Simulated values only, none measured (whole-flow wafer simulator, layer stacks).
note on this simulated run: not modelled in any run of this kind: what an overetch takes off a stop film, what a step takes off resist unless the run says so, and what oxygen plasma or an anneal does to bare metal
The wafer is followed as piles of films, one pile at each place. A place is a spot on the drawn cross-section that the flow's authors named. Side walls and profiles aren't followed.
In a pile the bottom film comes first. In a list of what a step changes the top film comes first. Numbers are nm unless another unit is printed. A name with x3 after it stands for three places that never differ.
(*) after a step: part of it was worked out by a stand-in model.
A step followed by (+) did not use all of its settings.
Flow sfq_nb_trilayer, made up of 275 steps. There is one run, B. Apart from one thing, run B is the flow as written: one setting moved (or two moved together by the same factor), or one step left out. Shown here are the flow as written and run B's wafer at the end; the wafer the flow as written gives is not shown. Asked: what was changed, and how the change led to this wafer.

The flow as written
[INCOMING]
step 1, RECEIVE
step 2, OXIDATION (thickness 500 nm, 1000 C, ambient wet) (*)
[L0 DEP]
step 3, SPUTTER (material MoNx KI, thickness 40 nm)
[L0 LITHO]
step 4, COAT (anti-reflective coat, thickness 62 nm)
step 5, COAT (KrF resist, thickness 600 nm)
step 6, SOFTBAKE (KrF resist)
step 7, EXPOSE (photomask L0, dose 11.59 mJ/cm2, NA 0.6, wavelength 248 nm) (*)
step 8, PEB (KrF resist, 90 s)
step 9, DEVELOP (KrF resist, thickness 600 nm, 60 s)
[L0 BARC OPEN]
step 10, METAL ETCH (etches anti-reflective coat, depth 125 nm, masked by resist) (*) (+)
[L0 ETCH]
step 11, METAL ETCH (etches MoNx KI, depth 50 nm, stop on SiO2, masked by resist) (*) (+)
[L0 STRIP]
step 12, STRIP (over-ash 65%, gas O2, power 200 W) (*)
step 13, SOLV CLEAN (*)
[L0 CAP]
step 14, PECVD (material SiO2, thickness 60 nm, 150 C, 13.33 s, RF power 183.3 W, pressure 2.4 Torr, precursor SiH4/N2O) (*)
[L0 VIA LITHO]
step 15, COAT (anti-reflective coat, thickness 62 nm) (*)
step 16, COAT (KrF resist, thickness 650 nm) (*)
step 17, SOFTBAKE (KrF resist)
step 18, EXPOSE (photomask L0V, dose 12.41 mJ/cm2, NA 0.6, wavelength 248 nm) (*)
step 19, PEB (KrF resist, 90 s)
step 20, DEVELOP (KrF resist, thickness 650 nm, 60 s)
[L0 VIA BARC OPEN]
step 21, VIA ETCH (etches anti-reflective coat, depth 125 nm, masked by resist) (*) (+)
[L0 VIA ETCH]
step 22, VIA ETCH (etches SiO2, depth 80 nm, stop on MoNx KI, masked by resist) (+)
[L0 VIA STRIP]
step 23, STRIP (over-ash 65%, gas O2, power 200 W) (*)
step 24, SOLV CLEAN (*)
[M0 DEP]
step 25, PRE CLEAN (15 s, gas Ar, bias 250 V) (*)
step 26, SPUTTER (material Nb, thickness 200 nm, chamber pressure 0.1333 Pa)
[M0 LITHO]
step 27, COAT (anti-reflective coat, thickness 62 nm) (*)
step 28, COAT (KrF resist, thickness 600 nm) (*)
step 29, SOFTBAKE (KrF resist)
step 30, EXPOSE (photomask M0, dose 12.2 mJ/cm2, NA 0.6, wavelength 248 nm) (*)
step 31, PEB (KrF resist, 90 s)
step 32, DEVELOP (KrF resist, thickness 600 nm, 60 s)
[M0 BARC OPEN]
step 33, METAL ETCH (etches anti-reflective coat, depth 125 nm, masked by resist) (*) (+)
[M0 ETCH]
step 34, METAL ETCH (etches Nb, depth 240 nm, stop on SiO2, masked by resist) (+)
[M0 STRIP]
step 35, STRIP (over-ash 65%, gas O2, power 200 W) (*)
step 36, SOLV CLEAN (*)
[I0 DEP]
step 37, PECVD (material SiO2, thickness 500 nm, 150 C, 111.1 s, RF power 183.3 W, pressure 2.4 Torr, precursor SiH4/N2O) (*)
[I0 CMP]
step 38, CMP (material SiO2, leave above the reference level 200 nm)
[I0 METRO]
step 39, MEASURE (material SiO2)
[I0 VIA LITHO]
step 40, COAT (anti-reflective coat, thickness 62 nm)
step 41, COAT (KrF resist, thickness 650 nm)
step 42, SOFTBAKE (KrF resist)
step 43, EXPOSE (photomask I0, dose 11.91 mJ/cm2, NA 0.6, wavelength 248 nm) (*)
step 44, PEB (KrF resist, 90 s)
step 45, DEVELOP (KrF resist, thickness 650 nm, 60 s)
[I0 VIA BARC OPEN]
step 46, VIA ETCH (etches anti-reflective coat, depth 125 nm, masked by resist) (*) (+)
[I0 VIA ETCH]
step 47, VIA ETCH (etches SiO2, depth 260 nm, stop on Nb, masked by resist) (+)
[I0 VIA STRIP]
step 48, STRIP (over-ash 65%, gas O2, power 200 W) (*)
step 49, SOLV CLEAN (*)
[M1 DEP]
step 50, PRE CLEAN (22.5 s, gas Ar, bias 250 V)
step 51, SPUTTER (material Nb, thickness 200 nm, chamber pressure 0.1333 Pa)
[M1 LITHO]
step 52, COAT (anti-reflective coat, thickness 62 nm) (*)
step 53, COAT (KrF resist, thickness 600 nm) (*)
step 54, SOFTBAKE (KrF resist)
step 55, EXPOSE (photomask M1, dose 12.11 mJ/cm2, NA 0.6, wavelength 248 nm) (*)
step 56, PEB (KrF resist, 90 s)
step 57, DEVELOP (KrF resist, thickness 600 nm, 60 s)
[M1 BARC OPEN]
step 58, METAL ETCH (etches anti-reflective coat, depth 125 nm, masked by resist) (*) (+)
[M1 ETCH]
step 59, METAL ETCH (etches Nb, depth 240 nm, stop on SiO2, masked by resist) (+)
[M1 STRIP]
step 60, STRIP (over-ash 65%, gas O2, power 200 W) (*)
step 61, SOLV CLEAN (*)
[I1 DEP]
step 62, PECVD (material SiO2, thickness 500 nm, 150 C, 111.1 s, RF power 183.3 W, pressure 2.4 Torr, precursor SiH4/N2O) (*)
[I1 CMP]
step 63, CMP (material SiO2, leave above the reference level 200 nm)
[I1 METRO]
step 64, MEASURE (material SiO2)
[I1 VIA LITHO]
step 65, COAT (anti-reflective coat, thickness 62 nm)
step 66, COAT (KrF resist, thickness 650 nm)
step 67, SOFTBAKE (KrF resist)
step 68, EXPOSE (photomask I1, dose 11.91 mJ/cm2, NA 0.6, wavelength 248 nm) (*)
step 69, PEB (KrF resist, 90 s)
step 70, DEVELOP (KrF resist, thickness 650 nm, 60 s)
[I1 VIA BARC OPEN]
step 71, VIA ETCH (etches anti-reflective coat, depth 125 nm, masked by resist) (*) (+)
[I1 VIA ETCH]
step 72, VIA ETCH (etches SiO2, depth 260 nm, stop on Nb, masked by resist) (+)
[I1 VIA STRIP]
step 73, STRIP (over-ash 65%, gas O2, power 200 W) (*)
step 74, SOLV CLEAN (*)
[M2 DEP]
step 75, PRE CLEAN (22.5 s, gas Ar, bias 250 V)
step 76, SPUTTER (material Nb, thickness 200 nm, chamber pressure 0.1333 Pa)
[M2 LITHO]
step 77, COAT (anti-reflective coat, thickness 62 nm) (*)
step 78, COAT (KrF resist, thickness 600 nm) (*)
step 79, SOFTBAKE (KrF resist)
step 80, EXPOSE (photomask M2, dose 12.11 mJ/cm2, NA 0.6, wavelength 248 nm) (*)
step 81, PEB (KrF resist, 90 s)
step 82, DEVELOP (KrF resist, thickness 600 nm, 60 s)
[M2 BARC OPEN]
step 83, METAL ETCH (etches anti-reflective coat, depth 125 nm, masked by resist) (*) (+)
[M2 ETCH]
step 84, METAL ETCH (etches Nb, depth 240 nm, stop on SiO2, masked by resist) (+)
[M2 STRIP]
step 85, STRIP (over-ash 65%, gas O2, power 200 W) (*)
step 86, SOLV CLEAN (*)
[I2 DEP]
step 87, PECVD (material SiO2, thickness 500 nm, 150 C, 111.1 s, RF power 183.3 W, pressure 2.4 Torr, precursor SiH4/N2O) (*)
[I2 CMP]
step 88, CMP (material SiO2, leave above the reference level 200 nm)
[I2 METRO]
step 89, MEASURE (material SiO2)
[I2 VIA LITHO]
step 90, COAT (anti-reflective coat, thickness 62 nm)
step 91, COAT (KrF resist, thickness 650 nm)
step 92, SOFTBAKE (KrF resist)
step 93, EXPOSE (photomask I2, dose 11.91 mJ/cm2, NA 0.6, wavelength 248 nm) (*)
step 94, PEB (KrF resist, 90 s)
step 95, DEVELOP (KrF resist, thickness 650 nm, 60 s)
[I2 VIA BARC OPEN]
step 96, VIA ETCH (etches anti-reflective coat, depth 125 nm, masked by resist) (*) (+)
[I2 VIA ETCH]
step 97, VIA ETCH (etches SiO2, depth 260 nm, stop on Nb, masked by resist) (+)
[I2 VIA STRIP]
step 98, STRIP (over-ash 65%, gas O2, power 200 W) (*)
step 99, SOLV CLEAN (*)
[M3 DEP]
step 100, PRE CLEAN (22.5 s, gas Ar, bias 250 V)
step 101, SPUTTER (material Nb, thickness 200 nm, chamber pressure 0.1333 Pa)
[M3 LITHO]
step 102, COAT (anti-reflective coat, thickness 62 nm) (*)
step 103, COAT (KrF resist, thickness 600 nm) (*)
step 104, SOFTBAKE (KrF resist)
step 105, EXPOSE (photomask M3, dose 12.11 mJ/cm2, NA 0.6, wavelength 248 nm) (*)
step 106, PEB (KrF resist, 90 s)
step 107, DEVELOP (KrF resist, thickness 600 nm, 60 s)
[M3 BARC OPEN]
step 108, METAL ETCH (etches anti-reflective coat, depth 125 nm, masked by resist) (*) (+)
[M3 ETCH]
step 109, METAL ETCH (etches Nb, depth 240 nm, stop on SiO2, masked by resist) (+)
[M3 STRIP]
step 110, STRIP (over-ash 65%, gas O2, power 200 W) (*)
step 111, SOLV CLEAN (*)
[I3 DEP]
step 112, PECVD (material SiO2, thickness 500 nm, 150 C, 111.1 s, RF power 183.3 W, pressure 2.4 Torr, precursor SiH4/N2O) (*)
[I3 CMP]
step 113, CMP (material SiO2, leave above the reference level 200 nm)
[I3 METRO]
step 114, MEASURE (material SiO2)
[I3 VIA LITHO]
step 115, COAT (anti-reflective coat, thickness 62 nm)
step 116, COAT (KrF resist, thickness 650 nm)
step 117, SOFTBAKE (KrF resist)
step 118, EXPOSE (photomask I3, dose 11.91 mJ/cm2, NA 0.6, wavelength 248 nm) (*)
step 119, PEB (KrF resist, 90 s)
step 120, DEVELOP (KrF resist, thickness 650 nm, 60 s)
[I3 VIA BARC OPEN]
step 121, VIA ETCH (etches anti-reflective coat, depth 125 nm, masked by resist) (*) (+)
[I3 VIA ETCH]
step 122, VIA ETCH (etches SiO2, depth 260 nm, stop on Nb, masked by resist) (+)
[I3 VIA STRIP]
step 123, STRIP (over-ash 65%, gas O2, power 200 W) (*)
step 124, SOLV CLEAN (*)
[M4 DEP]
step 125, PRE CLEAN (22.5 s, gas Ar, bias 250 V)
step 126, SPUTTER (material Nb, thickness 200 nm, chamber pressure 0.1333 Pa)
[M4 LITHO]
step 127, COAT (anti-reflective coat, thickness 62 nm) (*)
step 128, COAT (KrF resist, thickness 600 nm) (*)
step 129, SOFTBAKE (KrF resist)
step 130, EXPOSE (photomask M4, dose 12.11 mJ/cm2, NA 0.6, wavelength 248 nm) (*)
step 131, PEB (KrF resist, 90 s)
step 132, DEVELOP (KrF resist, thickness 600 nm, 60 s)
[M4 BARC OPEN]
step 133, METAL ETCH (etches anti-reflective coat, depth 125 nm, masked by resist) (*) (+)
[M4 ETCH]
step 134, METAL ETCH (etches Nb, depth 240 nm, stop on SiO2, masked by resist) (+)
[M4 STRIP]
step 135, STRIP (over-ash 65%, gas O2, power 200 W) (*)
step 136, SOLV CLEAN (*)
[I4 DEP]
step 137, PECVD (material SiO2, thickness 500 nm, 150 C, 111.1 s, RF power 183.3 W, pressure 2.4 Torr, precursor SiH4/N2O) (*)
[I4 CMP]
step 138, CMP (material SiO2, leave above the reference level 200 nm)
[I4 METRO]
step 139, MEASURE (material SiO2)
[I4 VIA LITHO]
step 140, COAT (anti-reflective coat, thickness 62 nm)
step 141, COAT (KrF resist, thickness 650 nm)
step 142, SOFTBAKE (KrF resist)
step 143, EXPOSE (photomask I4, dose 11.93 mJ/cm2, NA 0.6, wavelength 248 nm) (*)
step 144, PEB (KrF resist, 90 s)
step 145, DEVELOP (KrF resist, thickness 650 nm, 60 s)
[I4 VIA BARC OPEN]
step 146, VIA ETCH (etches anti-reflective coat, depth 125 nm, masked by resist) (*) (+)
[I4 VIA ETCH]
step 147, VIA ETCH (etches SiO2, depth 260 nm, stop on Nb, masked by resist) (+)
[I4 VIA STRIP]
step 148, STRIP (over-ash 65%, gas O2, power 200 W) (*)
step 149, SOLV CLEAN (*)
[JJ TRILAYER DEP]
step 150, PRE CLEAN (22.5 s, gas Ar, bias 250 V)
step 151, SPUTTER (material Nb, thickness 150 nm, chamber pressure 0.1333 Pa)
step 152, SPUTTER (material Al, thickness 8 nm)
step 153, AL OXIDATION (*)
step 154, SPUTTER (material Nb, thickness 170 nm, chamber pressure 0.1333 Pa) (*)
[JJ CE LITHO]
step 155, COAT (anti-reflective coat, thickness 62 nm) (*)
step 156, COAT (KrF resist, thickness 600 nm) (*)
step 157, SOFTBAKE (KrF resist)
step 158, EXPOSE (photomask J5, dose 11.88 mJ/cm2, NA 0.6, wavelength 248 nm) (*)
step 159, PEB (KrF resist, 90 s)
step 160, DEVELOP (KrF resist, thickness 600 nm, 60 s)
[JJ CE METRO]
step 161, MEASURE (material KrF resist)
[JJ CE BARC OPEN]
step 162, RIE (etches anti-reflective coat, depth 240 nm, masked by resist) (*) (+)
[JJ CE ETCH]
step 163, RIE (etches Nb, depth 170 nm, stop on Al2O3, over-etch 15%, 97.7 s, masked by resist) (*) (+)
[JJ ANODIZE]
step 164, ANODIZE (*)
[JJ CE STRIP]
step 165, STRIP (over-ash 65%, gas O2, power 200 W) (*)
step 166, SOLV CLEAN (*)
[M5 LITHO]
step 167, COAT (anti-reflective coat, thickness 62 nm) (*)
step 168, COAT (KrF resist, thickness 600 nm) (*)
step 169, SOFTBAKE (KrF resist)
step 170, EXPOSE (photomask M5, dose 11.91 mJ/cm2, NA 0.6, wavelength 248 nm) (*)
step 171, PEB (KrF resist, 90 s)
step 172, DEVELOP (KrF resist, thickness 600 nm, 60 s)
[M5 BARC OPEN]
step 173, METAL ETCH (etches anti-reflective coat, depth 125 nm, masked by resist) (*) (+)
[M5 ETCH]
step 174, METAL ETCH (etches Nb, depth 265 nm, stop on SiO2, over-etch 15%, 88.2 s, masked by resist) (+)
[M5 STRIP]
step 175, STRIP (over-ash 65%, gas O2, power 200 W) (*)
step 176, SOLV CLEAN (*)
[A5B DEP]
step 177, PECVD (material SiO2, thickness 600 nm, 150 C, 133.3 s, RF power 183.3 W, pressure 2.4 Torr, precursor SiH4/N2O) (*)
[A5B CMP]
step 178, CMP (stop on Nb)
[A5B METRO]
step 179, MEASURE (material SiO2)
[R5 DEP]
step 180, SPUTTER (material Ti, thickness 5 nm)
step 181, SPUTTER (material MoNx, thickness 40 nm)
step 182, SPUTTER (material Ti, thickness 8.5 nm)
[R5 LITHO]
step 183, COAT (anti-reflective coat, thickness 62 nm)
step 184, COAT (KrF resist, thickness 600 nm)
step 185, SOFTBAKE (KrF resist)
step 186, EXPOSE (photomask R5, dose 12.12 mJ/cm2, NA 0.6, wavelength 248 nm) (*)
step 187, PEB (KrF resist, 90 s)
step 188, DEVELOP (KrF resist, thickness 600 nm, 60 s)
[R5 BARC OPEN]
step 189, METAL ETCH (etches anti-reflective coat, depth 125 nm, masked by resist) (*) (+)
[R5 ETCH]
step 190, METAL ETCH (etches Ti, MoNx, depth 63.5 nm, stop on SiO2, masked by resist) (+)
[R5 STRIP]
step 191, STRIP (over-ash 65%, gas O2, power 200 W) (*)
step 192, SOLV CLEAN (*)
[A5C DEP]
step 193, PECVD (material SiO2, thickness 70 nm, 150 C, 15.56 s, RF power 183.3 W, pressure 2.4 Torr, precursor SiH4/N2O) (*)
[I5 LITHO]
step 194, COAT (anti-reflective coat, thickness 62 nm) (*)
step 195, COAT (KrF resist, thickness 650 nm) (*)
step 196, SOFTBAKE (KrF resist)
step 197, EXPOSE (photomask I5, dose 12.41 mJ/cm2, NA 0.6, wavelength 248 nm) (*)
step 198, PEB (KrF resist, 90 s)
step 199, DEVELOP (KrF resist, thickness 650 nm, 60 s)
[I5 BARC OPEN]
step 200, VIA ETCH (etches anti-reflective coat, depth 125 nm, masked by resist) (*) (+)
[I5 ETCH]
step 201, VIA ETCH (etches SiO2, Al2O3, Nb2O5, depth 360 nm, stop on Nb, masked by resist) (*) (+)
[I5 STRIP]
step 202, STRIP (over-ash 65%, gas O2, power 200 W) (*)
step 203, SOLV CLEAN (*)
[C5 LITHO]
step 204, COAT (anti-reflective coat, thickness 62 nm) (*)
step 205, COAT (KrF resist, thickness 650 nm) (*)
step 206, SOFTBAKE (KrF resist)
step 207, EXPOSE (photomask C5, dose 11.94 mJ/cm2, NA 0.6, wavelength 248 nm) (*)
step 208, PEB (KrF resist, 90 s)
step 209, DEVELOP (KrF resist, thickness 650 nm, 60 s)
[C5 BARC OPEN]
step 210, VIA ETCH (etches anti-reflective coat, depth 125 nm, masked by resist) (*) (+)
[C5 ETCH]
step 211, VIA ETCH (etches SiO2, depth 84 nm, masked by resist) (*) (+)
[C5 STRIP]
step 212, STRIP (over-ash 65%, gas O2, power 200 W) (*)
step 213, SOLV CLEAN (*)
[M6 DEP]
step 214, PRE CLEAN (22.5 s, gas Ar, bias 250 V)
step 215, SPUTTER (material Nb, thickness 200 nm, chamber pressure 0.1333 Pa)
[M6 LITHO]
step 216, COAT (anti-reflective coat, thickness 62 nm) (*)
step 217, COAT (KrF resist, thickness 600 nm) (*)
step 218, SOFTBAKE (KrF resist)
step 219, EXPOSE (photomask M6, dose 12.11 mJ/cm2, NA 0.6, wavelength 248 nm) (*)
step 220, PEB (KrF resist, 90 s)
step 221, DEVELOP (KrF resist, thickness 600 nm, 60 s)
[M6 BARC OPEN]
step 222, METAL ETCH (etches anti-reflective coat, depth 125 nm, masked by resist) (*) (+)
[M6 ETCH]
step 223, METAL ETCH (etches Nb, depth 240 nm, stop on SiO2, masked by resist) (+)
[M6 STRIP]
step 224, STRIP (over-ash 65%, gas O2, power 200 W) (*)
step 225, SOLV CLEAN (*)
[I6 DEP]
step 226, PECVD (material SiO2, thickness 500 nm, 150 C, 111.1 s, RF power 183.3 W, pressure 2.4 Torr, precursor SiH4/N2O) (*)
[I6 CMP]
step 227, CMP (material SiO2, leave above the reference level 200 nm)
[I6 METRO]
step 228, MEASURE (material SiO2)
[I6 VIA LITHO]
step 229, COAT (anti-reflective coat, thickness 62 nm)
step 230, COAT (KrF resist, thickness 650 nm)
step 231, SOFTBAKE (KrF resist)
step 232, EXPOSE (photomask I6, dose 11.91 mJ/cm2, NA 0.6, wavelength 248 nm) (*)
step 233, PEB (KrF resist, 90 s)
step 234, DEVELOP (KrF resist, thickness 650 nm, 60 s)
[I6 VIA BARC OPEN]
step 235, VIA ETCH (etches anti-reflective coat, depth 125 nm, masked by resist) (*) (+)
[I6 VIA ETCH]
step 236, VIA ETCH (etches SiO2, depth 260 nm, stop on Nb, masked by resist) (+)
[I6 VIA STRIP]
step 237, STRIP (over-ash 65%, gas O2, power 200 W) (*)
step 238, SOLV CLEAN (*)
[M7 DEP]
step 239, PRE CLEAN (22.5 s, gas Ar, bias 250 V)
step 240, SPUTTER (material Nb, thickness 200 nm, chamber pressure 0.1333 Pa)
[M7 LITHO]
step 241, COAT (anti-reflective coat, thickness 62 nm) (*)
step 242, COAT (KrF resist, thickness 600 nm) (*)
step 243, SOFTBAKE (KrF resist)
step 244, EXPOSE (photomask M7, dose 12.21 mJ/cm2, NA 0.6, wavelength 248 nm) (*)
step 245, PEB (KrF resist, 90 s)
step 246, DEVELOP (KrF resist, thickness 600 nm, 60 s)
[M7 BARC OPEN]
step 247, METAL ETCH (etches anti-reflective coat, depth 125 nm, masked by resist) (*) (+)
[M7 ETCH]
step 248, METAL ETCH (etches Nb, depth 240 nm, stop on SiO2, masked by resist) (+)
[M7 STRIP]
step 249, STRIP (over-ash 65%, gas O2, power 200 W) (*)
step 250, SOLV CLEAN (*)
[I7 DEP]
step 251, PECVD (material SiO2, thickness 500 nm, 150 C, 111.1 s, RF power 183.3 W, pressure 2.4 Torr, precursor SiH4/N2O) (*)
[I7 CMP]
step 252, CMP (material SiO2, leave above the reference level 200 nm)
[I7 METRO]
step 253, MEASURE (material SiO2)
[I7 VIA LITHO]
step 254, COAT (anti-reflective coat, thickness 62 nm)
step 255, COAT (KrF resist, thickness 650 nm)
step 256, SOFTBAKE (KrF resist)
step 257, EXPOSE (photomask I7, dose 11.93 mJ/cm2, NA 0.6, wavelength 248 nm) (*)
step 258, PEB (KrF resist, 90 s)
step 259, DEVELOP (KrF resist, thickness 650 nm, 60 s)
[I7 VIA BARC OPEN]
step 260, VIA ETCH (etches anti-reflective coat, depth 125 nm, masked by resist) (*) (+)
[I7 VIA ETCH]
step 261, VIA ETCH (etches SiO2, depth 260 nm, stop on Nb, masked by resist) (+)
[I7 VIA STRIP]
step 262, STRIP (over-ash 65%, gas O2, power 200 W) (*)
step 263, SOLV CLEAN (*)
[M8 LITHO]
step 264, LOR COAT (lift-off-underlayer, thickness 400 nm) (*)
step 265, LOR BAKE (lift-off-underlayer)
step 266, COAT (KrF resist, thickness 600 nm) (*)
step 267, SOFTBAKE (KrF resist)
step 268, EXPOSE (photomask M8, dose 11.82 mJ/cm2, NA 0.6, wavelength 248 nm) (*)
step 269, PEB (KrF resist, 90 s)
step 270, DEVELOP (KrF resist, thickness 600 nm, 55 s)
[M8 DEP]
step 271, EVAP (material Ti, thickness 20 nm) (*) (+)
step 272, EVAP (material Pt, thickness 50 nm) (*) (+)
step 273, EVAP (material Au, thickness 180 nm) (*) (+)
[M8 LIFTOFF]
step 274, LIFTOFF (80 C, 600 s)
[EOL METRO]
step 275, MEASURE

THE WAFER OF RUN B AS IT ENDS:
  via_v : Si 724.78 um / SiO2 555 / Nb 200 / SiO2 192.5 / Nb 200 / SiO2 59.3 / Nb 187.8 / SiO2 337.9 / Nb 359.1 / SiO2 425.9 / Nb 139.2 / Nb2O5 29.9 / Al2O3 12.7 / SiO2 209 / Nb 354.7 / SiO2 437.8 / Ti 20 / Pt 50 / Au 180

What caused this: step 72, VIA ETCH: depth 133 nm was run, while the flow as written has depth 260 nm.

How this came from the change, step by step:
  step 72, VIA ETCH (etches SiO2, depth 260 nm, stop on Nb, masked by resist) (+)
      via_v: -133 SiO2 (it would be, as written: -199.8 SiO2 (all of it))
      field_l, v_sur, via_wl and 102 more: -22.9 KrF resist (it would be, as written: -44.8 KrF resist)
  step 73, STRIP (over-ash 65%, gas O2, power 200 W) (*)
      field_l, v_sur, via_wl and 102 more: -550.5 KrF resist (all of it), -62 anti-reflective coat (all of it) (it would be, as written: -528.6 KrF resist (all of it), -62 anti-reflective coat (all of it))
  step 75, PRE CLEAN (22.5 s, gas Ar, bias 250 V)
      via_v: -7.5 SiO2 (it would be, as written: -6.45 Nb)
  step 76, SPUTTER (material Nb, thickness 200 nm, chamber pressure 0.1333 Pa)
      via_v: +187.8 Nb (new film) (it would be, as written: +174.5 Nb)
  step 77, COAT (anti-reflective coat, thickness 62 nm) (*)
      via_sp: +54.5 anti-reflective coat (new film) (it would be, as written: +53.2 anti-reflective coat (new film))
      via_v: +108.3 anti-reflective coat (new film) (it would be, as written: +123.1 anti-reflective coat (new film))
      (and at 1 other place as well)
  step 78, COAT (KrF resist, thickness 600 nm) (*)
      via_v: +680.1 KrF resist (new film) (it would be, as written: +733.7 KrF resist (new film))
  step 85, STRIP (over-ash 65%, gas O2, power 200 W) (*)
      via_sp: -378.8 KrF resist (all of it), -54.5 anti-reflective coat (all of it) (it would be, as written: -374.4 KrF resist (all of it), -53.2 anti-reflective coat (all of it))
      via_v: -462.3 KrF resist (all of it), -108.3 anti-reflective coat (all of it) (it would be, as written: -515.8 KrF resist (all of it), -123.1 anti-reflective coat (all of it))
      (and at 1 other place as well)
  step 87, PECVD (material SiO2, thickness 500 nm, 150 C, 111.1 s, RF power 183.3 W, pressure 2.4 Torr, precursor SiH4/N2O) (*)
      via_v: +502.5 SiO2 (new film) (it would be, as written: +606 SiO2 (new film))
  step 88, CMP (material SiO2, leave above the reference level 200 nm)
      via_v: -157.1 SiO2 (it would be, as written: -181.6 SiO2)
Taking metal films that touch as one body, via_v has 7 bodies (between them, from the top down: SiO2 437.8; SiO2 209 / Al2O3 12.7 / Nb2O5 29.9; SiO2 425.9; SiO2 337.9; SiO2 59.3; SiO2 192.5); the flow as written gives 6 bodies (between them, from the top down: SiO2 437.8; SiO2 209 / Al2O3 12.7 / Nb2O5 29.9; SiO2 425.9; SiO2 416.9; SiO2 192.5).
